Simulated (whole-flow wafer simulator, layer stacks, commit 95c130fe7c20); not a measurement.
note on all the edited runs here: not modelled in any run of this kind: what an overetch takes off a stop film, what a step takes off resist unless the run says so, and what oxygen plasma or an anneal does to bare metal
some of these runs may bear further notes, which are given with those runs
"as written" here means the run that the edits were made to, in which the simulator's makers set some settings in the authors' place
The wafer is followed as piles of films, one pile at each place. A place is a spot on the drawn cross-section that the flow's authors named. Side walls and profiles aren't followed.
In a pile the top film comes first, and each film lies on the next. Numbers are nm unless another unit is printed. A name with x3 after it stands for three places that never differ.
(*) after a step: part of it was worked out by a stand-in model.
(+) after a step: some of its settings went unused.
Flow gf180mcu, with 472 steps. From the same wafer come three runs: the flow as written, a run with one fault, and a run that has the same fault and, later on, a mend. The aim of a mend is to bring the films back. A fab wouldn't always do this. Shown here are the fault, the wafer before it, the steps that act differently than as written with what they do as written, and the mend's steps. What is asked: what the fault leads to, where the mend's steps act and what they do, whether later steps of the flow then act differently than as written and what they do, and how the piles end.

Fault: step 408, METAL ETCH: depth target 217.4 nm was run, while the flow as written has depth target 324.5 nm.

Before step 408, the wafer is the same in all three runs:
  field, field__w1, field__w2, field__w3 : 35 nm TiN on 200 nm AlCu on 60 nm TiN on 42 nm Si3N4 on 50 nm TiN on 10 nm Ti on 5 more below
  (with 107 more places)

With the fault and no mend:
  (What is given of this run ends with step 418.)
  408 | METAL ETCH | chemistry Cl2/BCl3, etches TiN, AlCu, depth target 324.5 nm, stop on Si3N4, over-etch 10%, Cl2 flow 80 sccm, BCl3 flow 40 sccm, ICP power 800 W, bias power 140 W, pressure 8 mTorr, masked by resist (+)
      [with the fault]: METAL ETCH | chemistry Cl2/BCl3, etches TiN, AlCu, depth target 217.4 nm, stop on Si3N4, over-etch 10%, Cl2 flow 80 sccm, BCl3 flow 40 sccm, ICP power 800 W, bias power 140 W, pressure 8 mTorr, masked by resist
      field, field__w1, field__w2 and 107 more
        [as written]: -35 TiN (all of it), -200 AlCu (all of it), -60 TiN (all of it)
        [with the fault]: -35 TiN (all of it), -182.4 AlCu
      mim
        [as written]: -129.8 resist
        [with the fault]: -87 resist
  Later steps of the flow acting differently than as written (1 other step is not shown; it differs only slightly, by no more than 2% or 0.5 nm, whichever is larger):
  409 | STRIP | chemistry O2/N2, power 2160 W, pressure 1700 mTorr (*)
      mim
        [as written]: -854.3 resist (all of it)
        [with the fault]: -897.2 resist (all of it)
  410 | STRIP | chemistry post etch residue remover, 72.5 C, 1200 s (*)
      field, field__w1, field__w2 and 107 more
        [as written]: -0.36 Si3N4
        [with the fault]: -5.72 AlCu
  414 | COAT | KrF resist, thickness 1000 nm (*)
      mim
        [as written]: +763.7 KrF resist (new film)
        [with the fault]: +819.4 KrF resist (new film)
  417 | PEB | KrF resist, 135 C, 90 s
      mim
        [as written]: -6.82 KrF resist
        [with the fault]: -7.7 KrF resist
  After step 418, at field, field__w1, field__w2 and 109 more, the piles differ from the flow's by more than 2% or 0.5 nm, whichever is larger.
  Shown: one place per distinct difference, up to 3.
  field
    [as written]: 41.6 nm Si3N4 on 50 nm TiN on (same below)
    [with the fault]: 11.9 nm AlCu on 60 nm TiN on 42 nm Si3N4 on 50 nm TiN on (same below)
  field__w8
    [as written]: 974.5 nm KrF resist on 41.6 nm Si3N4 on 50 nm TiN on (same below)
    [with the fault]: 974.5 nm KrF resist on 11.9 nm AlCu on 60 nm TiN on 42 nm Si3N4 on 50 nm TiN on (same below)
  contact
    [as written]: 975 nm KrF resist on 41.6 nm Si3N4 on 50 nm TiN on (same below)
    [with the fault]: 974.9 nm KrF resist on 11.9 nm AlCu on 60 nm TiN on 42 nm Si3N4 on 50 nm TiN on (same below)

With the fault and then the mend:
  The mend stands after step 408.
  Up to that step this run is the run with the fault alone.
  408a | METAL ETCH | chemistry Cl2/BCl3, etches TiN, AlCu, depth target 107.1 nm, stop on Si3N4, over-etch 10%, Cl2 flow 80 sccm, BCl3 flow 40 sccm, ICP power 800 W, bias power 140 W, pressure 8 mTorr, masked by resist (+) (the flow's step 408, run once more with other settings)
      field, field__w1, field__w2 and 107 more
        -17.6 AlCu (all of it), -60 TiN (all of it)
      mim
        -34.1 resist
  None of the later steps of the flow differs from how it acts as written, at any place that is followed, by more than 2% or 0.5 nm, whichever is larger.
  The piles end the same as the flow's at every place that both follow.
